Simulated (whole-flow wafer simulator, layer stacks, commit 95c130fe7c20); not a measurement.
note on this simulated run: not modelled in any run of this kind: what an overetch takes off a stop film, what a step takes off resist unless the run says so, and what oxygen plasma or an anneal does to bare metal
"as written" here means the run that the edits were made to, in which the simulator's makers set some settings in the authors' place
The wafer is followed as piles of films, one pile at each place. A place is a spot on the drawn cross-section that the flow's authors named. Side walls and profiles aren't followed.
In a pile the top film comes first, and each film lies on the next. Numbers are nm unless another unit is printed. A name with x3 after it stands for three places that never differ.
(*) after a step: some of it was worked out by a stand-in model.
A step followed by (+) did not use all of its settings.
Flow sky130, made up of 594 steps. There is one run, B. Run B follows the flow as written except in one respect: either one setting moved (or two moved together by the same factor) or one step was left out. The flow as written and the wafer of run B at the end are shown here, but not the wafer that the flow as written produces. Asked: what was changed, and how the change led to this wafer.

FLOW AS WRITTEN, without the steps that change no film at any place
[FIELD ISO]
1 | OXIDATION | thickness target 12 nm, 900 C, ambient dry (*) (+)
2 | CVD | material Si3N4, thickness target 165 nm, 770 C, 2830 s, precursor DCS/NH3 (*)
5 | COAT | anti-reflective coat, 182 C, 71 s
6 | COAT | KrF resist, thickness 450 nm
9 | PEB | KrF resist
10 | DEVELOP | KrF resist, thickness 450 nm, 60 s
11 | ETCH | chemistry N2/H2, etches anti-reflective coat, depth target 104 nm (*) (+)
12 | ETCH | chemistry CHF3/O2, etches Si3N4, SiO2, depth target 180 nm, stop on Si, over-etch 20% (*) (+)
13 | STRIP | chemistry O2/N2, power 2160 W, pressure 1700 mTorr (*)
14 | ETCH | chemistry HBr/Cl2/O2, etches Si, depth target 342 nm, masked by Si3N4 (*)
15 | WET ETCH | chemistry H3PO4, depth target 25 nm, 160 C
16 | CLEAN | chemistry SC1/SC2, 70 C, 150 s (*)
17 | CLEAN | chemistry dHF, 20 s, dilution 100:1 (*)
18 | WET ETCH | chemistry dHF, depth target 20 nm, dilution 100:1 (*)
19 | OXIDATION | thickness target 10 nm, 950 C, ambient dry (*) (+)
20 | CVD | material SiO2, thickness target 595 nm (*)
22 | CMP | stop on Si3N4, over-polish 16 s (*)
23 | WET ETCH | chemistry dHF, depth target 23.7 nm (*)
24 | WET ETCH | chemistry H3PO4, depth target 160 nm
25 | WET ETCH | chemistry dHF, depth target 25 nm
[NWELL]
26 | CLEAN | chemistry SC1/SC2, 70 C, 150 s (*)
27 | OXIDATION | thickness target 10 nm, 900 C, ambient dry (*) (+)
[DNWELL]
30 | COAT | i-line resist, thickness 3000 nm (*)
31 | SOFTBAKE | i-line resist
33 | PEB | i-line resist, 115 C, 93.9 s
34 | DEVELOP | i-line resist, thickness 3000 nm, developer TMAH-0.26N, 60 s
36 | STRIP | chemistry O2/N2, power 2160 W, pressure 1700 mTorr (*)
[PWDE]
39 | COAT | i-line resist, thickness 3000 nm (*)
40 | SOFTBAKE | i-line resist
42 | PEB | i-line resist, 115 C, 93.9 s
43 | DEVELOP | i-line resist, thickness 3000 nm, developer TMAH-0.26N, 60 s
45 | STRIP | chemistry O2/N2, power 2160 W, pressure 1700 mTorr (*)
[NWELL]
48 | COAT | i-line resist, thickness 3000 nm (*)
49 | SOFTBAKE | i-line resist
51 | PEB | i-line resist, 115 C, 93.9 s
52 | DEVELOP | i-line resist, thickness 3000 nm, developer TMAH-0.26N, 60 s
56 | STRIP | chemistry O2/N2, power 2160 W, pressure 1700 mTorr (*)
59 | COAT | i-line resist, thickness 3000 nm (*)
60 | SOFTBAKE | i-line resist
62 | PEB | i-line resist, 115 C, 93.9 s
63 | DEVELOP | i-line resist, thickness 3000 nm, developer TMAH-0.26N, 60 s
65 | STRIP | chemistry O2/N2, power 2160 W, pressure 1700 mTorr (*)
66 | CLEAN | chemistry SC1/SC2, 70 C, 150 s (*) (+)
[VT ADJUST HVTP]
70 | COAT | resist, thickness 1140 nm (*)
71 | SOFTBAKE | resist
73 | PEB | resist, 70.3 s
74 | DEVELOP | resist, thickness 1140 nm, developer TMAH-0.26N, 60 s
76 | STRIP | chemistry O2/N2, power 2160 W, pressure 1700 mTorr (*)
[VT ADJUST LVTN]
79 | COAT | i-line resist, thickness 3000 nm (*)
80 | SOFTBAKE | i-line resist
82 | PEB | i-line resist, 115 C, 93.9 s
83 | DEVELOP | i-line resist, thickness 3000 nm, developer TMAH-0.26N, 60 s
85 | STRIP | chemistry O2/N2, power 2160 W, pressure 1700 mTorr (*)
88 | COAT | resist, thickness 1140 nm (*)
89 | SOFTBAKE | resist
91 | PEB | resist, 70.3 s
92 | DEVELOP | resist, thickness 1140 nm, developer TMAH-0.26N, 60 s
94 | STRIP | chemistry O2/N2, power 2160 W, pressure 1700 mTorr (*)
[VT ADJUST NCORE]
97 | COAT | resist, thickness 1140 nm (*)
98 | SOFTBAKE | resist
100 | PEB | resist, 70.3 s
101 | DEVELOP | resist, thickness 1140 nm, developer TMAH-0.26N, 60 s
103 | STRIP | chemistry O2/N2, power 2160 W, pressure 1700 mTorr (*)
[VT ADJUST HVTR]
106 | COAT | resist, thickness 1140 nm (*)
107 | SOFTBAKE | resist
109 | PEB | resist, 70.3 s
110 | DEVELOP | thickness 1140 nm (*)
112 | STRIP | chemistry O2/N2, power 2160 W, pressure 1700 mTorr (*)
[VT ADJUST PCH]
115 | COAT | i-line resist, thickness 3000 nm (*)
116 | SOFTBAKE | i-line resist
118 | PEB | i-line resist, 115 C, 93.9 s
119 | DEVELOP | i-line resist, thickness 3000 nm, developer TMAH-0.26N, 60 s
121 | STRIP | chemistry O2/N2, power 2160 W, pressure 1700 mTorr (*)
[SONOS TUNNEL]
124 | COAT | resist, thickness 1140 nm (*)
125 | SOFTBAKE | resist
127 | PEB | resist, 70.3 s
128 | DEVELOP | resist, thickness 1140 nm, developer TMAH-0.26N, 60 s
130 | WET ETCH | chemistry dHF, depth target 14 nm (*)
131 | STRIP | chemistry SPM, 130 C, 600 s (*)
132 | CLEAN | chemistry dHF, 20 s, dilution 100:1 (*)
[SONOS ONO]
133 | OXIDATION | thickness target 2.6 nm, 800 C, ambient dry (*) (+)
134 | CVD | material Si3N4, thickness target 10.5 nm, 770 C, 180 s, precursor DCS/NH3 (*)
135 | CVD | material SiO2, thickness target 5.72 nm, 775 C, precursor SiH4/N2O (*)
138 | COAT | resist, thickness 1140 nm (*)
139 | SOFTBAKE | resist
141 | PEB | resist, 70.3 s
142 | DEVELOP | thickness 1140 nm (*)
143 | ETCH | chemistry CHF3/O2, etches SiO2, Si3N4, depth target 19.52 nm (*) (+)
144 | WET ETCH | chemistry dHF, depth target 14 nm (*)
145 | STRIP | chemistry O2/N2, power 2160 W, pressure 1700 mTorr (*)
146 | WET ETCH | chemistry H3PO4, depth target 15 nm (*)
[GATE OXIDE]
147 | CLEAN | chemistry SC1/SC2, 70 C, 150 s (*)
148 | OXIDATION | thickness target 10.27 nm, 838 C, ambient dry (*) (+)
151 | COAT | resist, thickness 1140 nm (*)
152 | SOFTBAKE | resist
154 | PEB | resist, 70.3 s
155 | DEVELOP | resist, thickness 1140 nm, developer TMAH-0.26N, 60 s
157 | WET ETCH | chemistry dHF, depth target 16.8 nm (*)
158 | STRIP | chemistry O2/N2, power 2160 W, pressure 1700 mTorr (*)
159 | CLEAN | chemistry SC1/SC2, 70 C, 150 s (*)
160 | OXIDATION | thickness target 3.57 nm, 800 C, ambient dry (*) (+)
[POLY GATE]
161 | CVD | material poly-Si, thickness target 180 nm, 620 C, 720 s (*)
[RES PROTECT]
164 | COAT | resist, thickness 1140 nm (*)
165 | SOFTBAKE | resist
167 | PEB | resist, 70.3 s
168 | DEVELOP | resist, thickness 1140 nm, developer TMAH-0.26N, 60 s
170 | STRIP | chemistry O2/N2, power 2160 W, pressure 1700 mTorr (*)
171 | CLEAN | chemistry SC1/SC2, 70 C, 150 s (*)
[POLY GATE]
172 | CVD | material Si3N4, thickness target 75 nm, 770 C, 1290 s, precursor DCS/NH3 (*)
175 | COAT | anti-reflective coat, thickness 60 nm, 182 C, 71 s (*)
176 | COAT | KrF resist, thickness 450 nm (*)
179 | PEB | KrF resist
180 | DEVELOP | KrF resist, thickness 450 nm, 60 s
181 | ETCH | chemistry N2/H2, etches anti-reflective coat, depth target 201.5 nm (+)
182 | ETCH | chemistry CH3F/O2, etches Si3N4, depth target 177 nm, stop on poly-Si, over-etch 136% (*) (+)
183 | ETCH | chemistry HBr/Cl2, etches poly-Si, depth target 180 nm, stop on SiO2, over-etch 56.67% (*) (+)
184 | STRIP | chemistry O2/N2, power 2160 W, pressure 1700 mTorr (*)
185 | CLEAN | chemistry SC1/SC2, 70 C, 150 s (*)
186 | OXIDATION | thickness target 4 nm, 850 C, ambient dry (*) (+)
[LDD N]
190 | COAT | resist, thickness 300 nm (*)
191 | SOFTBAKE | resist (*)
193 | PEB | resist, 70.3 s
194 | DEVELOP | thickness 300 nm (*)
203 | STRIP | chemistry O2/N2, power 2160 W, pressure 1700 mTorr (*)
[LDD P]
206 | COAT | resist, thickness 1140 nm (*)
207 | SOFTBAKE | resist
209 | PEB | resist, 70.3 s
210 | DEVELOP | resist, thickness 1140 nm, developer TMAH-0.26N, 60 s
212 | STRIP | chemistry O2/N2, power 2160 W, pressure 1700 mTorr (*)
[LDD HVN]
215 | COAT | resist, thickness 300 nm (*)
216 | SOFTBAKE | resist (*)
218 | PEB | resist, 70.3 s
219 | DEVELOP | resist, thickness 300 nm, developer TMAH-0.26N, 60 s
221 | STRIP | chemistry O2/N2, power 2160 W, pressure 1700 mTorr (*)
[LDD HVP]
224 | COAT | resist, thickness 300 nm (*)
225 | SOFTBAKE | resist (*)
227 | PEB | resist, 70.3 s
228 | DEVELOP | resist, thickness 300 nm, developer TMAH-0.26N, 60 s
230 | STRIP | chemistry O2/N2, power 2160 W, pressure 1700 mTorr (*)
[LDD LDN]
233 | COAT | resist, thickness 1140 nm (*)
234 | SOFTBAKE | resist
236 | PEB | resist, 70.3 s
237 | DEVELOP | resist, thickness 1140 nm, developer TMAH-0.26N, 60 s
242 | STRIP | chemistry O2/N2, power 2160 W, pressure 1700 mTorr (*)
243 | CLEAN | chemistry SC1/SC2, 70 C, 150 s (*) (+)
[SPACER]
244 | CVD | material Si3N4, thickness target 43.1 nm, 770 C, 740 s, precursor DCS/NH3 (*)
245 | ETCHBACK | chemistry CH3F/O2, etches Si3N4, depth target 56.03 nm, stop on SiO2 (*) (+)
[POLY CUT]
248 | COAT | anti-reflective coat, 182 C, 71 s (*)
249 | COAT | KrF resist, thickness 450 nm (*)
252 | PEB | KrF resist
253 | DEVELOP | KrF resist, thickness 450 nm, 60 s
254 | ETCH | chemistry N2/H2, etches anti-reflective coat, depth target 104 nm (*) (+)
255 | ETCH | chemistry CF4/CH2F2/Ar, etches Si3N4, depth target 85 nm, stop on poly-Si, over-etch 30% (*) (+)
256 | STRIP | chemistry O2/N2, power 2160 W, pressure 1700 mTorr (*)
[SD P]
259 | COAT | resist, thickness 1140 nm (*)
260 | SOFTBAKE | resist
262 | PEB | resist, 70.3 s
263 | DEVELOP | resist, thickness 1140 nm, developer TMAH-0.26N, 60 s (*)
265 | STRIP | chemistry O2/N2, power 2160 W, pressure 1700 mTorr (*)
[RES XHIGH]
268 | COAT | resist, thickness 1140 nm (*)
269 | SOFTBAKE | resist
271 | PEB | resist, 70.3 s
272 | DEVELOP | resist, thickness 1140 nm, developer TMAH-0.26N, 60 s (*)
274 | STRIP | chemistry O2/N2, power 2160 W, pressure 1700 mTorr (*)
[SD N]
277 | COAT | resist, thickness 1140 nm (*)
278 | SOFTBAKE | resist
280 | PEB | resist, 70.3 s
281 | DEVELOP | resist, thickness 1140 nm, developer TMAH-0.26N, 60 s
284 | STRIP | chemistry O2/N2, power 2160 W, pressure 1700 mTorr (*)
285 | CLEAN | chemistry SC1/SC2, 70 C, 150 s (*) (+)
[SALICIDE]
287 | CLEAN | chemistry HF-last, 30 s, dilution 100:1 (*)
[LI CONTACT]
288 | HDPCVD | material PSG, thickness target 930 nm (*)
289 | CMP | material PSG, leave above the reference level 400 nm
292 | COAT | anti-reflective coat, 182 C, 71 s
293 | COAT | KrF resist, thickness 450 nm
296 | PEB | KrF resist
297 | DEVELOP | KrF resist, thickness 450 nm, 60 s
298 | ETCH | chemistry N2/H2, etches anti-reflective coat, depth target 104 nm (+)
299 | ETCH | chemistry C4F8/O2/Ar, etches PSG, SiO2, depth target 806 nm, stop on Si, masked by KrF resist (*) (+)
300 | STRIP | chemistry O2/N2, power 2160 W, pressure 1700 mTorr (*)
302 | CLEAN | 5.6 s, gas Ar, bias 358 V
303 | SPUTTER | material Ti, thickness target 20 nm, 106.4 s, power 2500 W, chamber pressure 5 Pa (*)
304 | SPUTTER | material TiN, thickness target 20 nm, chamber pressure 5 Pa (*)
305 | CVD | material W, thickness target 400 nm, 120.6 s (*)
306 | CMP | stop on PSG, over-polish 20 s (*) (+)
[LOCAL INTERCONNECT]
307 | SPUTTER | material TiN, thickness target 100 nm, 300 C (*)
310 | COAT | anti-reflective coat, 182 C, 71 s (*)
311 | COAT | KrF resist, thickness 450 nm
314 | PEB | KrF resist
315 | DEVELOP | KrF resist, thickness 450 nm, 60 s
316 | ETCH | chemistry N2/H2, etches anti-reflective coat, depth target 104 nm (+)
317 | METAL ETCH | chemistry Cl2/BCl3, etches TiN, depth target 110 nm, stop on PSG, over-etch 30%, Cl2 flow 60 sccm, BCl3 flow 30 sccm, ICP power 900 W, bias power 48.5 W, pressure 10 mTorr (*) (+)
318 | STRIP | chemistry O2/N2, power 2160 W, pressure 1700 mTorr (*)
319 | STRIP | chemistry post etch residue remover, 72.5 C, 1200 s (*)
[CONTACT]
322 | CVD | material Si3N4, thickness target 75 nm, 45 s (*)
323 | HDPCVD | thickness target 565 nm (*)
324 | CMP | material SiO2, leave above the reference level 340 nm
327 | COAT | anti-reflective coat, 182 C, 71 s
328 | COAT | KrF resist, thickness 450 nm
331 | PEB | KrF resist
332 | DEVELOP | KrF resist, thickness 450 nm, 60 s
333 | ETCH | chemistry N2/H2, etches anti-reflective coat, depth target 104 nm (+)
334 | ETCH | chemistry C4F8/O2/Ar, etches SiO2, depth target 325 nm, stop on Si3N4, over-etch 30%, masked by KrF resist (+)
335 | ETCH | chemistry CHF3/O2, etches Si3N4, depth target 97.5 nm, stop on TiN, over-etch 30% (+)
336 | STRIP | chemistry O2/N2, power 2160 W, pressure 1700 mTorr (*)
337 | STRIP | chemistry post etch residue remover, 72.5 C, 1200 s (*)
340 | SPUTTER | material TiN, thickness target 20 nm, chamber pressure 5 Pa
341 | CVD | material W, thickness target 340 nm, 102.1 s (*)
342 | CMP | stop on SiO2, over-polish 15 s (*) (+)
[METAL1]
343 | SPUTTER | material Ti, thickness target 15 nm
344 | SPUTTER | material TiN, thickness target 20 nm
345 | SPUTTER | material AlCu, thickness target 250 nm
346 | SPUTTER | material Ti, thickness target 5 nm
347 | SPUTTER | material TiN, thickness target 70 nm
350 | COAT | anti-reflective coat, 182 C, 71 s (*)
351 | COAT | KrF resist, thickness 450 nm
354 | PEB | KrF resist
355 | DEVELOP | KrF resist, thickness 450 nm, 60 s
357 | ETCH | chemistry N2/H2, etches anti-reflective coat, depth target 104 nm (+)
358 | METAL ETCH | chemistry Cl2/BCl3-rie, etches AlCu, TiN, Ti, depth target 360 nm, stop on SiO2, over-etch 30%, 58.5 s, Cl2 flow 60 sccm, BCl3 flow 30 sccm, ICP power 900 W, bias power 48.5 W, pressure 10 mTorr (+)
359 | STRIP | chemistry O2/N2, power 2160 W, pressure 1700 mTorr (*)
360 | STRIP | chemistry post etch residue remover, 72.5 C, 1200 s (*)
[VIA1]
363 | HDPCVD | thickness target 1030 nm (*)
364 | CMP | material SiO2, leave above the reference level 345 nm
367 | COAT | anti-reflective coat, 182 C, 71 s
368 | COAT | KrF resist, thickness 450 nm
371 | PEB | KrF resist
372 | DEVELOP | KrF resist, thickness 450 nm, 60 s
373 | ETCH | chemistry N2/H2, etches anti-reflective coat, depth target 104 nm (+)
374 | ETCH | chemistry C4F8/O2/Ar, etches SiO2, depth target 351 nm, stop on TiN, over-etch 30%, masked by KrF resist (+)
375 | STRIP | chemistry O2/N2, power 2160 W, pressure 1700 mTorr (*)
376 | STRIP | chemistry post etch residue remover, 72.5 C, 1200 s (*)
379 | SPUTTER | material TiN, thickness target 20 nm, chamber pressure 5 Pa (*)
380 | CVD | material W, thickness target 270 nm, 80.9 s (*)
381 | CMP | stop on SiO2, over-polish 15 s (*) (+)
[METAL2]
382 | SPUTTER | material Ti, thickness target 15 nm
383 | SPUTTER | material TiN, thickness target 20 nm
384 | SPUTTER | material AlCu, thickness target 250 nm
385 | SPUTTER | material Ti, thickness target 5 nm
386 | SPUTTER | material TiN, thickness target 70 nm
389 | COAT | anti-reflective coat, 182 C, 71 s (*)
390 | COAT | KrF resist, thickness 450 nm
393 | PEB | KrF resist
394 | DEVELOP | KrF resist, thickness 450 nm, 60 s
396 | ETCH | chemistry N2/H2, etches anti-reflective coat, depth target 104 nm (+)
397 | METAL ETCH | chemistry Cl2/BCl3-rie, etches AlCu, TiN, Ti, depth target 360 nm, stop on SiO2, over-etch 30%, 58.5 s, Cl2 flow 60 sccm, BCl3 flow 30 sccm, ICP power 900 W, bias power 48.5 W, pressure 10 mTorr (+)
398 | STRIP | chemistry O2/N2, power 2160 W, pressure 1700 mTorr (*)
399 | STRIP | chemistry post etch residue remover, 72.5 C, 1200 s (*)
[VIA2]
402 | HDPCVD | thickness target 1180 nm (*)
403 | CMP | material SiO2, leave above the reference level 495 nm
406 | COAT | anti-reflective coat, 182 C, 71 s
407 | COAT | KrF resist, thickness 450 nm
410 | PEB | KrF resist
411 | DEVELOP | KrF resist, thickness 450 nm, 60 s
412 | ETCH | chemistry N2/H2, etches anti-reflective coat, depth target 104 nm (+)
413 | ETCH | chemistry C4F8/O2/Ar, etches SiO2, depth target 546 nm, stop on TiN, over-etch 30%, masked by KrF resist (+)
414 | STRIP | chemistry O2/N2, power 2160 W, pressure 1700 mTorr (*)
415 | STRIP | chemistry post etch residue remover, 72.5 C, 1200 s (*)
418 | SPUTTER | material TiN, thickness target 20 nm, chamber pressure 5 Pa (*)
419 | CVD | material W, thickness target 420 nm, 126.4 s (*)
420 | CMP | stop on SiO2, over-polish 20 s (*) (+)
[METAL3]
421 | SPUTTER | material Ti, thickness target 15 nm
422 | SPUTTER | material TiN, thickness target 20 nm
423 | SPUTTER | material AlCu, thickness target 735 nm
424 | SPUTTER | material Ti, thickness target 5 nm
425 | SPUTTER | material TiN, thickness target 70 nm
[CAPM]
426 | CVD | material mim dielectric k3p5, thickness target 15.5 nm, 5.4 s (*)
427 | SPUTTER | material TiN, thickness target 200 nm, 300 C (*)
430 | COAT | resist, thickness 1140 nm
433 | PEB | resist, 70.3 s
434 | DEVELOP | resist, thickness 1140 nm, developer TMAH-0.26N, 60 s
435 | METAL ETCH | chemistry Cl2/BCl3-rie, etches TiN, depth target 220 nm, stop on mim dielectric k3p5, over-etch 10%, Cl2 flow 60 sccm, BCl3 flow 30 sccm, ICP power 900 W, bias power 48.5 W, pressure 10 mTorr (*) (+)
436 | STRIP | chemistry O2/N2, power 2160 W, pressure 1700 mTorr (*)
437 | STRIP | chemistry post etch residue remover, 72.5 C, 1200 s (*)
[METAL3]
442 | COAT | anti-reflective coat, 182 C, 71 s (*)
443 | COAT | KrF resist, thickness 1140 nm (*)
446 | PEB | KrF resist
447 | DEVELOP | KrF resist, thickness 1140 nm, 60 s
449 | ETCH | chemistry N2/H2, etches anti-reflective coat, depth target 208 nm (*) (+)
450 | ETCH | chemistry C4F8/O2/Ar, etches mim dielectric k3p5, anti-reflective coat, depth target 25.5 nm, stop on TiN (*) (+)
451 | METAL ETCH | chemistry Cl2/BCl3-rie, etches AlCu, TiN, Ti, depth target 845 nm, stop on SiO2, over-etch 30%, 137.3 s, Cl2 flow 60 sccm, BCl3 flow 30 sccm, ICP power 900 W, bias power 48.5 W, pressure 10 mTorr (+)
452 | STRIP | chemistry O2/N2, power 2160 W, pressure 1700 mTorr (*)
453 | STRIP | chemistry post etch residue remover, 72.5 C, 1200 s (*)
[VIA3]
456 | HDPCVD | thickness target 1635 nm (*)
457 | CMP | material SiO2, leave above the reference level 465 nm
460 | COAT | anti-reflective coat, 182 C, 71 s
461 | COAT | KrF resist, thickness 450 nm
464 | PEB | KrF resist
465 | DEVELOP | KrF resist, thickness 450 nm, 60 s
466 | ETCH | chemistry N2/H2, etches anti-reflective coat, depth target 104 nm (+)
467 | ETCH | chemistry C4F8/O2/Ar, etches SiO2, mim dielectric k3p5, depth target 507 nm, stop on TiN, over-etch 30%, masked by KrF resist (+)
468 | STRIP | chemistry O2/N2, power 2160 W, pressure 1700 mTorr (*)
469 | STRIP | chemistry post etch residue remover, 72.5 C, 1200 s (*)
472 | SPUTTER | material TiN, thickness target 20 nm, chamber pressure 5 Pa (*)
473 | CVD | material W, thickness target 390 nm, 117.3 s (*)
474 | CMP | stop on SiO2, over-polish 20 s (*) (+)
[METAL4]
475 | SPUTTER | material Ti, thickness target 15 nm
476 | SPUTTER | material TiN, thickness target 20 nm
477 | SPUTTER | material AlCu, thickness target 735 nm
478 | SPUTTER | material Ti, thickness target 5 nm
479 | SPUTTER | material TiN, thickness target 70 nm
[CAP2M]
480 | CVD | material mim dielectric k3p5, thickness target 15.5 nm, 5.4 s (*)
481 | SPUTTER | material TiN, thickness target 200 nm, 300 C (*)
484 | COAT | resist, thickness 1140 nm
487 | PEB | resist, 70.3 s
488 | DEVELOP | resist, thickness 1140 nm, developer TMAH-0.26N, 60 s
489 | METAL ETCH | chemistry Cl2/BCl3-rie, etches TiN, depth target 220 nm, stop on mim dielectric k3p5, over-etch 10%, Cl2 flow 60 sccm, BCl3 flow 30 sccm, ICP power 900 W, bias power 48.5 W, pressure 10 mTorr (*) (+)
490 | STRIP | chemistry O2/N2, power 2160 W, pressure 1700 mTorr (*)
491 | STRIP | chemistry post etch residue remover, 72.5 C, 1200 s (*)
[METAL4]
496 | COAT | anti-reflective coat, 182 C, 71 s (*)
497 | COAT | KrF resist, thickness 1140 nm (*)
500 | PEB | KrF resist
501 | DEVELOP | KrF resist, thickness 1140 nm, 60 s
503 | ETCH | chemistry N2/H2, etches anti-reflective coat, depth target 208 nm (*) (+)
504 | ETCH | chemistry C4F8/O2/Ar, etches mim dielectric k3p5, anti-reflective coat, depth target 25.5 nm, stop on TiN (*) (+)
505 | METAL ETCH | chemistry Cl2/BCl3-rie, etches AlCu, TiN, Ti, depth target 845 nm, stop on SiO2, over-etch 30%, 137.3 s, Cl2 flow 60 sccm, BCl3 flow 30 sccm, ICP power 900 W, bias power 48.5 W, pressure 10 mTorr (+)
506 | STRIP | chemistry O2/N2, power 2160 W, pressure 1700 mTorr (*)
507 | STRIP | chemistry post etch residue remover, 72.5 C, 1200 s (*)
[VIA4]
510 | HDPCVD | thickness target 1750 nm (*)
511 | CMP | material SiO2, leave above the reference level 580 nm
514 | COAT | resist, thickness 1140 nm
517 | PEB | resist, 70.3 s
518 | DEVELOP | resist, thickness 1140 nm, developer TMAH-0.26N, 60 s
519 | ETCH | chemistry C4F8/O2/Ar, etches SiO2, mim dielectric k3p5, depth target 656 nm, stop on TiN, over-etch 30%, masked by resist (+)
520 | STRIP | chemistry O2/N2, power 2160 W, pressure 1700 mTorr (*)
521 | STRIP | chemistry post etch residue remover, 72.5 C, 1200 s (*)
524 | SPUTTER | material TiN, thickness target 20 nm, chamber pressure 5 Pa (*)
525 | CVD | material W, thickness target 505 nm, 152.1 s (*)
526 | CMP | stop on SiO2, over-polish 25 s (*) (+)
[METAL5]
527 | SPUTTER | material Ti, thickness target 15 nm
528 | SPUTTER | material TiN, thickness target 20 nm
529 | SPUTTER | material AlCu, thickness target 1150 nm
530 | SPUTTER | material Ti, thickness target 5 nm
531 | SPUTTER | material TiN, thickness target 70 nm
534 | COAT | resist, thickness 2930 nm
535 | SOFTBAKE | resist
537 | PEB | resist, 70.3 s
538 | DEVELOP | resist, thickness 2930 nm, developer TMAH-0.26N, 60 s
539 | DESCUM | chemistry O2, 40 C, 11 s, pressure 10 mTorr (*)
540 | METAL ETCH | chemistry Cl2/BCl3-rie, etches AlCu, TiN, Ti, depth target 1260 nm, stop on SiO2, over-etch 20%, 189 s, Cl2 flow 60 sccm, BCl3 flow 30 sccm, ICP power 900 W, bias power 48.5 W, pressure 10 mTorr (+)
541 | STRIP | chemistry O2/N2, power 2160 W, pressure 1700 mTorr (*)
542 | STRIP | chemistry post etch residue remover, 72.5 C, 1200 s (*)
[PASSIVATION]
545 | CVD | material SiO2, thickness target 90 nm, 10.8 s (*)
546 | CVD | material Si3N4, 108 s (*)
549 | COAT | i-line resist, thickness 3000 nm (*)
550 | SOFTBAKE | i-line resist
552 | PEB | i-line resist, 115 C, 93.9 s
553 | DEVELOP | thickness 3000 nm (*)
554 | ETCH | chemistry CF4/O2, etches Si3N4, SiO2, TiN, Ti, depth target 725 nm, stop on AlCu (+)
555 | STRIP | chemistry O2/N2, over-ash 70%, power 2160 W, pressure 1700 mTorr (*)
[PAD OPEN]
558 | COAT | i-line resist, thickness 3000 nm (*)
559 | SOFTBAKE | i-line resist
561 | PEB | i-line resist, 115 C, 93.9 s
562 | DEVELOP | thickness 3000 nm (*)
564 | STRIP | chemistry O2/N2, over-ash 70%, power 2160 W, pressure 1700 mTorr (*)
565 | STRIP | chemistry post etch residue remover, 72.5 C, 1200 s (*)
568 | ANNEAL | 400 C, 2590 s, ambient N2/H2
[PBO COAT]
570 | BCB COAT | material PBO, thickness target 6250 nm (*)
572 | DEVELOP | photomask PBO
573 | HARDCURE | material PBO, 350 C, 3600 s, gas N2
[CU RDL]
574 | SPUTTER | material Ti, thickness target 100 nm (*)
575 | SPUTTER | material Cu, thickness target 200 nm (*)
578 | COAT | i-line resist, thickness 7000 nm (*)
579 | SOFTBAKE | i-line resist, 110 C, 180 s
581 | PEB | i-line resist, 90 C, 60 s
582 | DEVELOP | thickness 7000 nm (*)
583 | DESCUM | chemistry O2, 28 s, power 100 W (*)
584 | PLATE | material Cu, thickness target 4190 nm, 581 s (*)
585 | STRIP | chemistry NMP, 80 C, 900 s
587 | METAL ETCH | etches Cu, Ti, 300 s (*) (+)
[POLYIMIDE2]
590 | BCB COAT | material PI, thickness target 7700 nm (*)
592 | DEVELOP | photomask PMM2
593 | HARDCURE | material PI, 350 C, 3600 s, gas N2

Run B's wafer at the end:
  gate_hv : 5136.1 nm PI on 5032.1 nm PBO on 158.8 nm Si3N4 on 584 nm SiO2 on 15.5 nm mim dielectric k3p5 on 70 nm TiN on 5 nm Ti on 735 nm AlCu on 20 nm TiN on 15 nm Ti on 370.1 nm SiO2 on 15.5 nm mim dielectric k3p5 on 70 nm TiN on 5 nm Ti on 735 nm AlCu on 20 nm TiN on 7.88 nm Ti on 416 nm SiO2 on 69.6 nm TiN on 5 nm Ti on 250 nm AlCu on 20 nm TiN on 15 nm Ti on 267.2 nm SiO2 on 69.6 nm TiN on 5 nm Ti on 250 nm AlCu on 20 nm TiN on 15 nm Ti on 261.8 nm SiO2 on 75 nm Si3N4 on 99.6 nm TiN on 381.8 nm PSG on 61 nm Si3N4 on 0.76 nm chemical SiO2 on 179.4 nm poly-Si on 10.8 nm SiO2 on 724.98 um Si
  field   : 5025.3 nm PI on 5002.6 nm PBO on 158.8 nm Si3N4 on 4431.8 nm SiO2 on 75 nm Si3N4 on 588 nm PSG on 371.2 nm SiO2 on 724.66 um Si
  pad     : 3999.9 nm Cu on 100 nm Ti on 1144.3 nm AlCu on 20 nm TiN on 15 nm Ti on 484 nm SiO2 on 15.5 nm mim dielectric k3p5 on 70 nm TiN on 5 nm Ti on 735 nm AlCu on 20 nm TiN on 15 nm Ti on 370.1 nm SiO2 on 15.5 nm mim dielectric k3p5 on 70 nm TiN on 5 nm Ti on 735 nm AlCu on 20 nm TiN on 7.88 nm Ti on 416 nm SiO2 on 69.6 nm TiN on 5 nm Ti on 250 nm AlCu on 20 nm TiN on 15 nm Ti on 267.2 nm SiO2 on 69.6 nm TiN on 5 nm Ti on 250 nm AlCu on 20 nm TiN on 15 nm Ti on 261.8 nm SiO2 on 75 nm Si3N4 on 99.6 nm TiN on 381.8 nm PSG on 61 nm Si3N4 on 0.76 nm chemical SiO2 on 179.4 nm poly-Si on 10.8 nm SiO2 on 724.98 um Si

The reason: step 421, SPUTTER: thickness target 7.88 nm was run, though the flow has thickness target 15 nm.
The wafer itself shows it: gate_hv has Ti 7.88, and step 421 as written asks for 15 nm.

Step by step, how the change led to this:
  421 | SPUTTER | material Ti, thickness target 15 nm
      field, active, n_well and 188 more: +7.88 Ti (new film) (in the flow as written it would be: +15 Ti (new film))
  451 | METAL ETCH | chemistry Cl2/BCl3-rie, etches AlCu, TiN, Ti, depth target 845 nm, stop on SiO2, over-etch 30%, 137.3 s, Cl2 flow 60 sccm, BCl3 flow 30 sccm, ICP power 900 W, bias power 48.5 W, pressure 10 mTorr (+)
      field, gate, spacer and 68 more: -70 TiN (all of it), -5 Ti (all of it), -735 AlCu (all of it), -20 TiN (all of it), -7.88 Ti (all of it), -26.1 SiO2 (in the flow as written it would be: -70 TiN (all of it), -5 Ti (all of it), -735 AlCu (all of it), -20 TiN (all of it), -15 Ti (all of it), -25.4 SiO2)
      active, vpp_ln, vpp_iso2 and 11 more: -70 TiN (all of it), -5 Ti (all of it), -735 AlCu (all of it), -20 TiN (all of it), -7.88 Ti (all of it), -26.1 SiO2 (in the flow as written it would be: -70 TiN (all of it), -5 Ti (all of it), -735 AlCu (all of it), -20 TiN (all of it), -15 Ti (all of it), -25.3 SiO2)
